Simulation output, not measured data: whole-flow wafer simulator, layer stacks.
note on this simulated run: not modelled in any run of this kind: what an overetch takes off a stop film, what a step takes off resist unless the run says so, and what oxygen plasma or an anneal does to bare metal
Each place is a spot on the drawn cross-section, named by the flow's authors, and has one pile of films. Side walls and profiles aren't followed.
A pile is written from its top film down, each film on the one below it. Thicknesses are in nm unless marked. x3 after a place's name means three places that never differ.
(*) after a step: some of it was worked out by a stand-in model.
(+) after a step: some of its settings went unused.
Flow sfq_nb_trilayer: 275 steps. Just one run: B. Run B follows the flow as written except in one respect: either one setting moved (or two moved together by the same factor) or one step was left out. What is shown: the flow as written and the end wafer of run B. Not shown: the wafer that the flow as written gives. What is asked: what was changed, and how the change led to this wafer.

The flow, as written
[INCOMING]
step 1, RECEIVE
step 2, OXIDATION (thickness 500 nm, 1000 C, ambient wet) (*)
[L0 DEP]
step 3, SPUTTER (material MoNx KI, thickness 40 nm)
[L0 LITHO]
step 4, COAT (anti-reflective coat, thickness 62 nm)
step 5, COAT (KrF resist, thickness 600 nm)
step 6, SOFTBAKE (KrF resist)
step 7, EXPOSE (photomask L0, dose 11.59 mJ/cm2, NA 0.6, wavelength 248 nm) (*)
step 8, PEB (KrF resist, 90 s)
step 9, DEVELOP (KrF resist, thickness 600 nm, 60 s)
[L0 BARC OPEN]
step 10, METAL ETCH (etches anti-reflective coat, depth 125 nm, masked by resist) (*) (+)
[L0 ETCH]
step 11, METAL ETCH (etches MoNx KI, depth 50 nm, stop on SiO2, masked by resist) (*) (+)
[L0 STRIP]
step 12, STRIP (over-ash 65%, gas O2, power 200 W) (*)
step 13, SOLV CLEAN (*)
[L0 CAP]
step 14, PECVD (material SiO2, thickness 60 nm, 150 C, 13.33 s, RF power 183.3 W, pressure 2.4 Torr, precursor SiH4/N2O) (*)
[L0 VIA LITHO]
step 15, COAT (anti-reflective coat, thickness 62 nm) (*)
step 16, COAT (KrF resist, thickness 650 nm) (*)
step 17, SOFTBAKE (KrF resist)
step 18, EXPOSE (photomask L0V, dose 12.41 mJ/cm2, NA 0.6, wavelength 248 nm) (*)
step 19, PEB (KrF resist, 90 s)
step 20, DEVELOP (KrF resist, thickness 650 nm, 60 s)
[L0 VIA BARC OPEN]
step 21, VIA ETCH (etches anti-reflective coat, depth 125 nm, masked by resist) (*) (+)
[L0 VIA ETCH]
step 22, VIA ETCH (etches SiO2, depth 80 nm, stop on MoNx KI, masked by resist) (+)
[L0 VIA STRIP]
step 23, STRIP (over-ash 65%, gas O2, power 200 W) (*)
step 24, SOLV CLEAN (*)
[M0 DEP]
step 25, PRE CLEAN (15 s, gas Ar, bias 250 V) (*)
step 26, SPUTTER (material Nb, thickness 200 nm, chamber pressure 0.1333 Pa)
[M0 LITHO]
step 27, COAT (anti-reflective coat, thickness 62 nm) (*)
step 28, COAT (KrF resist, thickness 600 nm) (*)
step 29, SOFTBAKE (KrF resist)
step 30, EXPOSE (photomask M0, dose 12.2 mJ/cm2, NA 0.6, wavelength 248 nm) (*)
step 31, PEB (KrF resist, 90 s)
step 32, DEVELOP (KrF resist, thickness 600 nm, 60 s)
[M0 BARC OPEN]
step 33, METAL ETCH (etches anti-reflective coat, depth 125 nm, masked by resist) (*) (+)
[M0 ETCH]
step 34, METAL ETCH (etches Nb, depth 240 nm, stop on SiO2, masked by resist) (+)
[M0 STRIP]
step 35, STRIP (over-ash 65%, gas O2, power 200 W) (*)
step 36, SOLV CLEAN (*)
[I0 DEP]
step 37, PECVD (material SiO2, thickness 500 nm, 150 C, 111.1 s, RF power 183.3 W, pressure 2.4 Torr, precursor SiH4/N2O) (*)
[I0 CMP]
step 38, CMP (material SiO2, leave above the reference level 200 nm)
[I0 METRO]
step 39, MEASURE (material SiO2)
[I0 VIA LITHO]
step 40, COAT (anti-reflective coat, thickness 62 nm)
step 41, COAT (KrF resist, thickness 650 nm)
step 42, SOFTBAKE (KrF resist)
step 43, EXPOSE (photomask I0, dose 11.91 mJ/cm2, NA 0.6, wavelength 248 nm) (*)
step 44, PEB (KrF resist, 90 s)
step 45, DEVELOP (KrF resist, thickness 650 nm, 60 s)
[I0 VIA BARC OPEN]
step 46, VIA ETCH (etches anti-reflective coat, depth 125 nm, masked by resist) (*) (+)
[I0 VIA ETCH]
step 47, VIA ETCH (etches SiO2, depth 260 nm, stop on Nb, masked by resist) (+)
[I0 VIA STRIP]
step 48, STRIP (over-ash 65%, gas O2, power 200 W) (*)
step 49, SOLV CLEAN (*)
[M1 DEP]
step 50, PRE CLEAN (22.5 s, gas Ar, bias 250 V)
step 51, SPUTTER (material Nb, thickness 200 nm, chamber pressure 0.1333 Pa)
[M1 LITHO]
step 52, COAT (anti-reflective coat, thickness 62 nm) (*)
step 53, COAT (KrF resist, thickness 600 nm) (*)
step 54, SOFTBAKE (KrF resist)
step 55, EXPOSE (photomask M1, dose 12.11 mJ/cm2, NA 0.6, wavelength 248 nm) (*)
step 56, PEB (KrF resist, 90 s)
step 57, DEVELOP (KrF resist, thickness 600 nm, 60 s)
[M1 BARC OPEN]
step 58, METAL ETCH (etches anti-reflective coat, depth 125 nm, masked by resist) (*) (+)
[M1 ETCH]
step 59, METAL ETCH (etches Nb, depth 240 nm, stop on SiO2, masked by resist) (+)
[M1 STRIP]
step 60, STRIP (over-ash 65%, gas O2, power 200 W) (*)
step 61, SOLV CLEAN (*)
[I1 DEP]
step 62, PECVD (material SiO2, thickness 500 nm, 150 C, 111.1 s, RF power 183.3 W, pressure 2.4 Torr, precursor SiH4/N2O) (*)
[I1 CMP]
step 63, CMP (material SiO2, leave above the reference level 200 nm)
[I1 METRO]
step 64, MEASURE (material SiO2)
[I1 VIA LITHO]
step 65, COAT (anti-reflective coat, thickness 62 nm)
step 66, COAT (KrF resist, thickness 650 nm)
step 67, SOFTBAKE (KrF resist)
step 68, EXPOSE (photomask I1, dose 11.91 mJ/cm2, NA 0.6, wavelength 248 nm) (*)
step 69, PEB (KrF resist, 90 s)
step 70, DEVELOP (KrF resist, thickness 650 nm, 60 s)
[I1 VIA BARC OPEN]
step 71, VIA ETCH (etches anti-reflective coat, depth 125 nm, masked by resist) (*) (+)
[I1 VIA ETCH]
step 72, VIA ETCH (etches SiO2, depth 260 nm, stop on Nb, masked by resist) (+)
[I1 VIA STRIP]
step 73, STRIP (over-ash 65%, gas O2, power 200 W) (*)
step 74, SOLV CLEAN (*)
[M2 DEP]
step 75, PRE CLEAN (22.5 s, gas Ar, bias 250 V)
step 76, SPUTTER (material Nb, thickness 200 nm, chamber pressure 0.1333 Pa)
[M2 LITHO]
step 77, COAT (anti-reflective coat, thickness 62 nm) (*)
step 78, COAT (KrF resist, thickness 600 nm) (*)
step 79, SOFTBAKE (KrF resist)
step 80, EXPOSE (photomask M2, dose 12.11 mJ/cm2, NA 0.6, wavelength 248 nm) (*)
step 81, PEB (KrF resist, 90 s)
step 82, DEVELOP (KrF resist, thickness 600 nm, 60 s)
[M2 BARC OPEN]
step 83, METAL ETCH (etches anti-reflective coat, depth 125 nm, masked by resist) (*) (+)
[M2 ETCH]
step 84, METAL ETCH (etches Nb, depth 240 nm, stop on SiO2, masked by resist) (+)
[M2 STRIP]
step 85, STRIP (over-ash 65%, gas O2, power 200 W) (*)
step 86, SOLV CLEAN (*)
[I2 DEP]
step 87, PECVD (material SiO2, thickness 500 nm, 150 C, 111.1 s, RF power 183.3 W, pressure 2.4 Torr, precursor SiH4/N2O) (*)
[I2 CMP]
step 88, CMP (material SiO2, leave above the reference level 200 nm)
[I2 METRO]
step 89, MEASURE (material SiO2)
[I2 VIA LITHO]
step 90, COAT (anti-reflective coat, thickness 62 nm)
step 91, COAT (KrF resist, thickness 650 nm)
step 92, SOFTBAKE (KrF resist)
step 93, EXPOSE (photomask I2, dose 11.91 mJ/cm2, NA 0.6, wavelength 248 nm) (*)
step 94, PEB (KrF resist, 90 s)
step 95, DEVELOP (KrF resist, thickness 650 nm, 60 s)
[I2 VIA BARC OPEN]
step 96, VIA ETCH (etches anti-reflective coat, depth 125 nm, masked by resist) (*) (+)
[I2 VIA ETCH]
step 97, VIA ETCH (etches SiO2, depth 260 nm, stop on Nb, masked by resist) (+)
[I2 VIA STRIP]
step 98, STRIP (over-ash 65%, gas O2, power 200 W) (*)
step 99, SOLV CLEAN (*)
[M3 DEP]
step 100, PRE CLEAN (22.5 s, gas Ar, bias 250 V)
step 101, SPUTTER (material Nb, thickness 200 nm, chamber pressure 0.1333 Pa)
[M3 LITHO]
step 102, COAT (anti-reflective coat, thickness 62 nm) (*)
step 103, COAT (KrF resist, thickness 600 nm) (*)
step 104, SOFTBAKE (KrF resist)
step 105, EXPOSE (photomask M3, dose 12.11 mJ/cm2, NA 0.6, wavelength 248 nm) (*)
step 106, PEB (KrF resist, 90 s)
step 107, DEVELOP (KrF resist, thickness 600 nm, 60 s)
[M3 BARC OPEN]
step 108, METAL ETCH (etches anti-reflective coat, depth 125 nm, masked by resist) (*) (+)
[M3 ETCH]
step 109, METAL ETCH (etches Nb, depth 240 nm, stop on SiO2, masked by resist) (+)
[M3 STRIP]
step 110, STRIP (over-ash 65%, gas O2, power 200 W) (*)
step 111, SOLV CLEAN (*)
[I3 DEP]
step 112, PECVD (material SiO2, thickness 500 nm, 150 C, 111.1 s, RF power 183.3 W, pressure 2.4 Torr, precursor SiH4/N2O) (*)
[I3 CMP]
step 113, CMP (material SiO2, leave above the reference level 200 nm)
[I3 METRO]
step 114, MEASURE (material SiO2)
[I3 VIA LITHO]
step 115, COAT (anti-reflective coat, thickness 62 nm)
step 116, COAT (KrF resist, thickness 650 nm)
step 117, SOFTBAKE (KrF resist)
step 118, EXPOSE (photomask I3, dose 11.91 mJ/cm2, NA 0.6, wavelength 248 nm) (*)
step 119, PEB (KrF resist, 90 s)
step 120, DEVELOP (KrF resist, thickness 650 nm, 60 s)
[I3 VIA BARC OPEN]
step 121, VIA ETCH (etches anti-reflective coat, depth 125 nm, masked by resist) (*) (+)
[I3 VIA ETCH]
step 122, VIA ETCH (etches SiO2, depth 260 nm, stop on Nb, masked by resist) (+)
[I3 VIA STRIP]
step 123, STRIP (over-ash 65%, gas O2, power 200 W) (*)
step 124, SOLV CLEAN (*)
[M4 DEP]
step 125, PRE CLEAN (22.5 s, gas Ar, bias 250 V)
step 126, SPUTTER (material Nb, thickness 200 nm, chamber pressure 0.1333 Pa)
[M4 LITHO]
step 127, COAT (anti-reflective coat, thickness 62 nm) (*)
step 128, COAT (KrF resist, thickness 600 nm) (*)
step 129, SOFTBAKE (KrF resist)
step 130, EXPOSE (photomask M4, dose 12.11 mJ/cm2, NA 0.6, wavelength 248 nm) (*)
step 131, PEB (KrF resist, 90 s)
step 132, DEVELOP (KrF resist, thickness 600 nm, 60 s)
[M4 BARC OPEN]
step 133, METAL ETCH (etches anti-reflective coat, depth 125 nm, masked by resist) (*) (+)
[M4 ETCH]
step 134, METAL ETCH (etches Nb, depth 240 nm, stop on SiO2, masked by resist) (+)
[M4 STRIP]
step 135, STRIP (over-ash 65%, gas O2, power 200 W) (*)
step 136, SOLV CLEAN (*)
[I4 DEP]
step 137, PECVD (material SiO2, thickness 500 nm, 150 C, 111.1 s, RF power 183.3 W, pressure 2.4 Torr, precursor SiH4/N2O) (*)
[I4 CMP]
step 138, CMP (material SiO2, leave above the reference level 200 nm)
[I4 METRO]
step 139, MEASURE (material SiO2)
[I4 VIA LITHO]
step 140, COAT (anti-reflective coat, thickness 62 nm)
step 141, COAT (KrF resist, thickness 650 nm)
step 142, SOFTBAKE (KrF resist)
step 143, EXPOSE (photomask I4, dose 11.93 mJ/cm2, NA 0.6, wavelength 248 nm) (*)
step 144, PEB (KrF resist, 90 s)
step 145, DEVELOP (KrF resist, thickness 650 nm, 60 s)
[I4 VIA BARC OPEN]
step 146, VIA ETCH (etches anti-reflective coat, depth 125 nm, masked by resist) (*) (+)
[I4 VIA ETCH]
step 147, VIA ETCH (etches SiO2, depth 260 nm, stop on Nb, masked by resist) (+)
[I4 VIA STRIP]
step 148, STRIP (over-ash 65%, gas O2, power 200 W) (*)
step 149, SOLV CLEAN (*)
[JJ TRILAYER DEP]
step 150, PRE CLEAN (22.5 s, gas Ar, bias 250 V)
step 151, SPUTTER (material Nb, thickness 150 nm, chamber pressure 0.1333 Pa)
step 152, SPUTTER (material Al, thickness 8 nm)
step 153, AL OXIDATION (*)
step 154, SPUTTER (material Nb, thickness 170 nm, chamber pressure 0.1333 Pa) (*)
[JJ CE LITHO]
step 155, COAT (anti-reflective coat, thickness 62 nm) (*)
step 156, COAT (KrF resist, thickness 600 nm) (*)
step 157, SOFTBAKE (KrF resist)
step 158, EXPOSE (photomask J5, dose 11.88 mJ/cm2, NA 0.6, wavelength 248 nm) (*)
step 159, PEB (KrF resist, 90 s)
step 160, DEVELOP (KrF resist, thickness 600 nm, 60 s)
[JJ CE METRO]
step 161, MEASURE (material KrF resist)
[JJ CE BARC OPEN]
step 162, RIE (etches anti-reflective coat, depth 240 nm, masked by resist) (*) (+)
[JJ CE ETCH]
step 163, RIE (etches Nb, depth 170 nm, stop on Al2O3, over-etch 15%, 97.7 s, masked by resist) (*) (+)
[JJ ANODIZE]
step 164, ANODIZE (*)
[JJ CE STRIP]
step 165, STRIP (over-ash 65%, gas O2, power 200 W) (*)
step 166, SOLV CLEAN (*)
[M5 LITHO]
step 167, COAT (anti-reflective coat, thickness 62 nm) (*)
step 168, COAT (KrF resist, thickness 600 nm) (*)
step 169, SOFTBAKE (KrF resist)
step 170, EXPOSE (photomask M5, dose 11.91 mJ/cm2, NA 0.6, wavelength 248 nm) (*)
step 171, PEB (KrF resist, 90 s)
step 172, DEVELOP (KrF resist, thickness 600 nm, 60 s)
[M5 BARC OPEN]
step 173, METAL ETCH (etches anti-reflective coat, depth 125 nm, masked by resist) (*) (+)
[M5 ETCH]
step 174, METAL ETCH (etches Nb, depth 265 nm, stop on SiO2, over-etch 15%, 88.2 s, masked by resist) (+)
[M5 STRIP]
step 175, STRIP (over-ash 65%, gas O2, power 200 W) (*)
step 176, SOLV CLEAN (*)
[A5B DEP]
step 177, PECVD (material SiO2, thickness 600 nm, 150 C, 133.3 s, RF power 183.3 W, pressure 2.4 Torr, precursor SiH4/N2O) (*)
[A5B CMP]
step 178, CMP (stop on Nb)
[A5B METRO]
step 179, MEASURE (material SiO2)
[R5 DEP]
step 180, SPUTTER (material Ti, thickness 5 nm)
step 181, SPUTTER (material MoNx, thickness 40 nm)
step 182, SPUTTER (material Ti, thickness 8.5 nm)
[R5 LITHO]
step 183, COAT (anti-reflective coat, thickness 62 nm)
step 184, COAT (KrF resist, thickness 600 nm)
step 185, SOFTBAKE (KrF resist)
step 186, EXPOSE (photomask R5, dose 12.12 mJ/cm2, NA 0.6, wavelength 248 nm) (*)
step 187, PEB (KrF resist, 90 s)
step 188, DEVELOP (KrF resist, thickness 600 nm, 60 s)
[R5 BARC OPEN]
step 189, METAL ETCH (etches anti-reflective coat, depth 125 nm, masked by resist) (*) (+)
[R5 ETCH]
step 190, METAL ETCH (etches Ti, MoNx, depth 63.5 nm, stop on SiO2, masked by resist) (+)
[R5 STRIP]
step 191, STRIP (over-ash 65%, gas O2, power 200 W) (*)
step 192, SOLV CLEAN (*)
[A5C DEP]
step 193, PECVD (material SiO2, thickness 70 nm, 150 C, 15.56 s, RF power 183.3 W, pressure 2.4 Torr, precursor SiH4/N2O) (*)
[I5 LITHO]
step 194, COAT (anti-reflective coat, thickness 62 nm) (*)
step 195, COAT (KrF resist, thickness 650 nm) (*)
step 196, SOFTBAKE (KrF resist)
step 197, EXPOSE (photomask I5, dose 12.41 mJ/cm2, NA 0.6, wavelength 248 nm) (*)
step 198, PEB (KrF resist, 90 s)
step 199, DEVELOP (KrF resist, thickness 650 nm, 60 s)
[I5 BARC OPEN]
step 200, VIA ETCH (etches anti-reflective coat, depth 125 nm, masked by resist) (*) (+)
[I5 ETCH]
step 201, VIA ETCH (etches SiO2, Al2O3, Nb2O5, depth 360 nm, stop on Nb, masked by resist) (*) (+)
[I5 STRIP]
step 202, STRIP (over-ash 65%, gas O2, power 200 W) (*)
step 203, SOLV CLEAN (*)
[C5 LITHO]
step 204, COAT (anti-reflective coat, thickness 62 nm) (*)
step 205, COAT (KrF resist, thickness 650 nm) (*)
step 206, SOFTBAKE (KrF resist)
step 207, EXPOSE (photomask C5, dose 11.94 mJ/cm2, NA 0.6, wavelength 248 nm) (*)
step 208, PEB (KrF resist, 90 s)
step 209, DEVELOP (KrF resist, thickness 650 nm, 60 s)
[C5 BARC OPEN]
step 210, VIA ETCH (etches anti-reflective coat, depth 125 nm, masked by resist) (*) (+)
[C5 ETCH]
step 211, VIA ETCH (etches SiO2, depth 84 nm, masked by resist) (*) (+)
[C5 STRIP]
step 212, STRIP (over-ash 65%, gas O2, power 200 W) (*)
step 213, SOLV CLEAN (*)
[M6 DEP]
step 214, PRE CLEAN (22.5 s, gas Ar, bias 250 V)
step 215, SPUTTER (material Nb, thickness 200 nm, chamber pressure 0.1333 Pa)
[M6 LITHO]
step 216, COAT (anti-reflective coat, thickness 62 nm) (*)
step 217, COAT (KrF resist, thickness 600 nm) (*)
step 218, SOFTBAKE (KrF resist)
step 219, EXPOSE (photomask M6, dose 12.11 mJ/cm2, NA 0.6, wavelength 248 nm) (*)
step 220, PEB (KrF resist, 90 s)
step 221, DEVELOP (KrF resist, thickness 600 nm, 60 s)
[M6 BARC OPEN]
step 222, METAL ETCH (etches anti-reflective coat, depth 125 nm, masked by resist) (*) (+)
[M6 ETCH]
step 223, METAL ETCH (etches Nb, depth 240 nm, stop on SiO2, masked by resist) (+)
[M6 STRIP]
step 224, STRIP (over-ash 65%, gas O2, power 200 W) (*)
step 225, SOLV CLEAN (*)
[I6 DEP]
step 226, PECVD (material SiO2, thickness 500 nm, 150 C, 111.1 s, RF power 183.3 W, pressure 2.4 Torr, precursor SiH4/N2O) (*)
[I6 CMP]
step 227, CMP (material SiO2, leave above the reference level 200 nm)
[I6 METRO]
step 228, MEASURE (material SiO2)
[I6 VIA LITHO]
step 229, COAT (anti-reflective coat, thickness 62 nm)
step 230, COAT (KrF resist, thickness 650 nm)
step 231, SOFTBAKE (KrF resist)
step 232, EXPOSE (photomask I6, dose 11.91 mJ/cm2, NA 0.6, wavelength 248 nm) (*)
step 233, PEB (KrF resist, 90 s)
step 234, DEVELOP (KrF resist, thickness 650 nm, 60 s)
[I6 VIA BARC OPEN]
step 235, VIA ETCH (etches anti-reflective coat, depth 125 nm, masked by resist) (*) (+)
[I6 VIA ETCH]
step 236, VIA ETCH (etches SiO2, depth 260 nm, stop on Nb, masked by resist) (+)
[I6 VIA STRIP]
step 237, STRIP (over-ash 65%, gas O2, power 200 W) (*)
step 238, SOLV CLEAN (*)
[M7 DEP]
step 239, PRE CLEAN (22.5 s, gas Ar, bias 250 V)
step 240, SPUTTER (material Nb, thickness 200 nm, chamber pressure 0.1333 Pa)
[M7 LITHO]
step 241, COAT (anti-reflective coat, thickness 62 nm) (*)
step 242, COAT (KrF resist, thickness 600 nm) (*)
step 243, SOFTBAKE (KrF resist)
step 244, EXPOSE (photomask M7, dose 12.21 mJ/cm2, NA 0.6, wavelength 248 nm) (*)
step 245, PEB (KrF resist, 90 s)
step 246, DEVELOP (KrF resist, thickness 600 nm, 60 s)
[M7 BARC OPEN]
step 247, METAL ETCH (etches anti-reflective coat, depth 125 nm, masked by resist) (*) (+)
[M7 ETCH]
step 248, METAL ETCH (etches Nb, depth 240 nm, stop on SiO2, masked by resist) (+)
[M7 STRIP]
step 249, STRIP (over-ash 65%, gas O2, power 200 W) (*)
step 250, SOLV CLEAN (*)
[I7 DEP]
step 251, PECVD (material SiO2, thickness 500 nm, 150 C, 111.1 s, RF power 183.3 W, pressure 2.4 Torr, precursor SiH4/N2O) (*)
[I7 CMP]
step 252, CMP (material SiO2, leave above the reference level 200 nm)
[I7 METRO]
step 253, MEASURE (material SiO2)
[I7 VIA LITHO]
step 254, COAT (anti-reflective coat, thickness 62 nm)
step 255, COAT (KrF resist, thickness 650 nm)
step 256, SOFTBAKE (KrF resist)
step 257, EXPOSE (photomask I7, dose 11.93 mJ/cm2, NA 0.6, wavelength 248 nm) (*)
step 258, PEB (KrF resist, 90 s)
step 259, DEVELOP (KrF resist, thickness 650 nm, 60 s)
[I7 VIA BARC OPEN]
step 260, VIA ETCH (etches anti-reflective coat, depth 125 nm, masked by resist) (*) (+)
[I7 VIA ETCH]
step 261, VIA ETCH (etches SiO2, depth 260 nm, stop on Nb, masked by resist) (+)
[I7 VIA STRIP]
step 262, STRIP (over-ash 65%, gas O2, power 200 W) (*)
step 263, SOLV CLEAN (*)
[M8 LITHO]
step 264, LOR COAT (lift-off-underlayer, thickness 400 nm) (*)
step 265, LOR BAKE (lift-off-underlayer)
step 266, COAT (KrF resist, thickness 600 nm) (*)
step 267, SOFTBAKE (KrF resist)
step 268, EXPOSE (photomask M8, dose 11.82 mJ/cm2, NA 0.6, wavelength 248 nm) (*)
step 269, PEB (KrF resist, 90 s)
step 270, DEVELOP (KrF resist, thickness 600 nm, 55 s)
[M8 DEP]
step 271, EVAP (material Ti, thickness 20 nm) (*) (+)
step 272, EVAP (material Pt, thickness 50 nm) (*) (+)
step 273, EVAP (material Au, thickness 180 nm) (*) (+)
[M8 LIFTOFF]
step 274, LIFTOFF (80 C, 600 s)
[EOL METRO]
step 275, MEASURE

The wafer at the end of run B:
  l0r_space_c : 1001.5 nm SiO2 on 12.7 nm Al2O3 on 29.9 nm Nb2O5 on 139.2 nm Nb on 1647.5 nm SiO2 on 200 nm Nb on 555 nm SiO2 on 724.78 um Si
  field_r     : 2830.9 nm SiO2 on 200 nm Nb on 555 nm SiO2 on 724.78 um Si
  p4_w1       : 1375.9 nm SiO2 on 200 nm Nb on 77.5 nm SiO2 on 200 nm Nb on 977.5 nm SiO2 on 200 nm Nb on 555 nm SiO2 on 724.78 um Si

What caused this: step 113, CMP: leave above the reference level 85 nm was run, while the flow as written has leave above the reference level 200 nm.

The path from the change to this, step by step:
  step 113, CMP (material SiO2, leave above the reference level 200 nm)
      field_l, be, be_sur and 64 more: -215 SiO2 (as written it would have been: -100 SiO2)
      v_sur, via_wl, via_wr and 27 more: -415 SiO2 (as written it would have been: -300 SiO2)
      (and at 9 other places as well)
  step 122, VIA ETCH (etches SiO2, depth 260 nm, stop on Nb, masked by resist) (+)
      field_l, v_sur, via_wl and 102 more: -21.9 KrF resist (as written it would have been: -44.8 KrF resist)
      via_v: -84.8 SiO2 (all of it) (as written it would have been: -199.8 SiO2 (all of it))
  step 123, STRIP (over-ash 65%, gas O2, power 200 W) (*)
      field_l, v_sur, via_wl and 102 more: -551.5 KrF resist (all of it), -62 anti-reflective coat (all of it) (as written it would have been: -528.6 KrF resist (all of it), -62 anti-reflective coat (all of it))
  step 126, SPUTTER (material Nb, thickness 200 nm, chamber pressure 0.1333 Pa)
      via_v: +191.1 Nb (as written it would have been: +165.5 Nb)
  step 127, COAT (anti-reflective coat, thickness 62 nm) (*)
      via_v: +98 anti-reflective coat (new film) (as written it would have been: +124.8 anti-reflective coat (new film))
  step 128, COAT (KrF resist, thickness 600 nm) (*)
      via_v: +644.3 KrF resist (new film) (as written it would have been: +739.8 KrF resist (new film))
  step 135, STRIP (over-ash 65%, gas O2, power 200 W) (*)
      via_sp: -382.6 KrF resist (all of it), -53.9 anti-reflective coat (all of it) (as written it would have been: -373.9 KrF resist (all of it), -53 anti-reflective coat (all of it))
      via_v: -426.6 KrF resist (all of it), -98 anti-reflective coat (all of it) (as written it would have been: -521.8 KrF resist (all of it), -124.8 anti-reflective coat (all of it))
      (and at 1 other place as well)
  step 137, PECVD (material SiO2, thickness 500 nm, 150 C, 111.1 s, RF power 183.3 W, pressure 2.4 Torr, precursor SiH4/N2O) (*)
      via_v: +500 SiO2 (new film) (as written it would have been: +615 SiO2 (new film))
  step 138, CMP (material SiO2, leave above the reference level 200 nm)
      via_v: -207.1 SiO2 (as written it would have been: -181.6 SiO2)
